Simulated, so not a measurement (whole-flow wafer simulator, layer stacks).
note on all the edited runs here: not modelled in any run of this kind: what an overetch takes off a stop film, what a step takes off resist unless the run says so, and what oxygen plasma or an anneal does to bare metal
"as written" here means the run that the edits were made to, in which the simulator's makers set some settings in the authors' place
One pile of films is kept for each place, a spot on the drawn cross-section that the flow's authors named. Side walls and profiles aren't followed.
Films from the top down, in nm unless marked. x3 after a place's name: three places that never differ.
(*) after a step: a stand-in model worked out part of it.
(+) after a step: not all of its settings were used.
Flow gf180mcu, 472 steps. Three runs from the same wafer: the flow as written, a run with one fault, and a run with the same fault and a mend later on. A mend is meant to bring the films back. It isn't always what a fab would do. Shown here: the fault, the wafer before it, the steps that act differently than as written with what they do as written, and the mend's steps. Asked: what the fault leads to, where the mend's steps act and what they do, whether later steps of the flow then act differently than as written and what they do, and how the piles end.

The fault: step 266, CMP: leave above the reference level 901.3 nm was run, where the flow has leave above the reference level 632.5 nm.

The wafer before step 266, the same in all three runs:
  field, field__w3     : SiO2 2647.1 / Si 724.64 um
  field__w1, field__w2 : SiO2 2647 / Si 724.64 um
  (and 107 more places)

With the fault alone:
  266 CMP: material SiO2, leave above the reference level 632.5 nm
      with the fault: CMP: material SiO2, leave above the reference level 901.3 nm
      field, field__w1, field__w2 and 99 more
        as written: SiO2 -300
        with the fault: SiO2 -31.2
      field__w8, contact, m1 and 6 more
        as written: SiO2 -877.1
        with the fault: SiO2 -608.3
  Later steps of the flow that act differently than as written:
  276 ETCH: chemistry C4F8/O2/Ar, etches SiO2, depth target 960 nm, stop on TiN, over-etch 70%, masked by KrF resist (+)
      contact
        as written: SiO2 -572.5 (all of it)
        with the fault: SiO2 -841.3 (all of it)
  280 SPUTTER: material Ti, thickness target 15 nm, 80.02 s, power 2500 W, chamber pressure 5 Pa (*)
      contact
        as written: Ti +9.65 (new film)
        with the fault: Ti +8.26 (new film)
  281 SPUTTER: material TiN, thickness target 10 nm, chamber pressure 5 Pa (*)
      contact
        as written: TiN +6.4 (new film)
        with the fault: TiN +5.47 (new film)
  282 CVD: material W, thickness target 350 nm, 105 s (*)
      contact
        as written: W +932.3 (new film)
        with the fault: W +1203.4 (new film)
  At the end the piles differ from the flow's by more than 2% or 0.5 nm, whichever is larger, at field, field__w1, field__w2 and 109 more.
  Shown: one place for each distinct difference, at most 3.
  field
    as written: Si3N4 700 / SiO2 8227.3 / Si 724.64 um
    with the fault: Si3N4 700 / SiO2 8496.1 / Si 724.64 um
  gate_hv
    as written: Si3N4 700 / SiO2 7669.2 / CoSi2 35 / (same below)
    with the fault: Si3N4 700 / SiO2 7938 / CoSi2 35 / (same below)
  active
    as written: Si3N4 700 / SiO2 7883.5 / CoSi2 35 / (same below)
    with the fault: Si3N4 700 / SiO2 8152.3 / CoSi2 35 / (same below)

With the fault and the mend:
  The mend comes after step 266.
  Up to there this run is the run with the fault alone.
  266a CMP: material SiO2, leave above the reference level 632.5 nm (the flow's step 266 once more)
      field, field__w1, field__w2 and 108 more
        SiO2 -268.8
  No later step of the flow acts differently than as written at any place that is followed.
  At the end the piles are the same as the flow's at every place that both follow.
